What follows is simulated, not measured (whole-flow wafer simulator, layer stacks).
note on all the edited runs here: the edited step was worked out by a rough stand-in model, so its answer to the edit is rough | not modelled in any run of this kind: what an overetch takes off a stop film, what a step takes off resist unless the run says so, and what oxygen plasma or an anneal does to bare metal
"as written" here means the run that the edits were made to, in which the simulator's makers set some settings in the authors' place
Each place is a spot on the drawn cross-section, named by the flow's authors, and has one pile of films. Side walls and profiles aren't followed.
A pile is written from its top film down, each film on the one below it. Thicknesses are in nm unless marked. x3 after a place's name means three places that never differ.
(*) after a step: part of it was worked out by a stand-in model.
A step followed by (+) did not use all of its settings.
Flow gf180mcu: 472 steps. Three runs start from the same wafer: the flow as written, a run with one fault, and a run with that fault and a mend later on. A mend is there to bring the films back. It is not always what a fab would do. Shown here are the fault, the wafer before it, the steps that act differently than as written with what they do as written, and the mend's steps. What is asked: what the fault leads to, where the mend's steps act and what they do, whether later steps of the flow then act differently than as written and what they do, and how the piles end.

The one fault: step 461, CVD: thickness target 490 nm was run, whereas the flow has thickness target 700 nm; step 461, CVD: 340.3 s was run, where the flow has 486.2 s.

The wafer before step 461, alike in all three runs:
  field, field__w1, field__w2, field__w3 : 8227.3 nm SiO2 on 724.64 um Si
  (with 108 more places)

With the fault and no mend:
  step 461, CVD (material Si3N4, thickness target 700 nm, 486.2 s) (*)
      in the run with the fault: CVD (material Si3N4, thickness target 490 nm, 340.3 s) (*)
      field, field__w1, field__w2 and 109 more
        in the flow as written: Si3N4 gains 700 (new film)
        in the run with the fault: Si3N4 gains 490 (new film)
  Later steps of the flow acting differently than as written (not shown: 4 more steps that differ only slightly, by at most 2% or 0.5 nm, whichever is larger):
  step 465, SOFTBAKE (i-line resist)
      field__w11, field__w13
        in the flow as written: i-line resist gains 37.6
        in the run with the fault: i-line resist gains 36.6
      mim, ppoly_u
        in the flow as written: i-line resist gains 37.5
        in the run with the fault: i-line resist gains 36.5
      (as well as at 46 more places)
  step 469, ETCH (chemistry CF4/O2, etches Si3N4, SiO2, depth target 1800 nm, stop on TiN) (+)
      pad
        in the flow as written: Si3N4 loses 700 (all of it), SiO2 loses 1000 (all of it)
        in the run with the fault: Si3N4 loses 490 (all of it), SiO2 loses 1000 (all of it)
  The piles end different from the flow's at field, field__w1, field__w2 and 108 more by more than 2% or 0.5 nm, whichever is larger.
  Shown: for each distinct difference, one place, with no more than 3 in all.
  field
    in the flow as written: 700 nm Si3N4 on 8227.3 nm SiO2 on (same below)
    in the run with the fault: 490 nm Si3N4 on 8227.3 nm SiO2 on (same below)
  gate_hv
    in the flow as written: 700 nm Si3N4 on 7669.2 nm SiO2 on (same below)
    in the run with the fault: 490 nm Si3N4 on 7669.2 nm SiO2 on (same below)
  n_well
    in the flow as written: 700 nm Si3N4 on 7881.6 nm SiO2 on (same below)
    in the run with the fault: 490 nm Si3N4 on 7881.6 nm SiO2 on (same below)

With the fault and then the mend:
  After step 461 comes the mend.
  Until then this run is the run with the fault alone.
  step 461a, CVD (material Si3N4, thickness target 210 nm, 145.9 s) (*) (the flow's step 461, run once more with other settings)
      field, field__w1, field__w2 and 109 more
        Si3N4 gains 210.1
  None of the later steps of the flow differs from how it acts as written, at any place that is followed, by more than 2% or 0.5 nm, whichever is larger.
  The piles end only slightly different from the flow's at the places that both follow, by no more than 2% or 0.5 nm, whichever is larger.
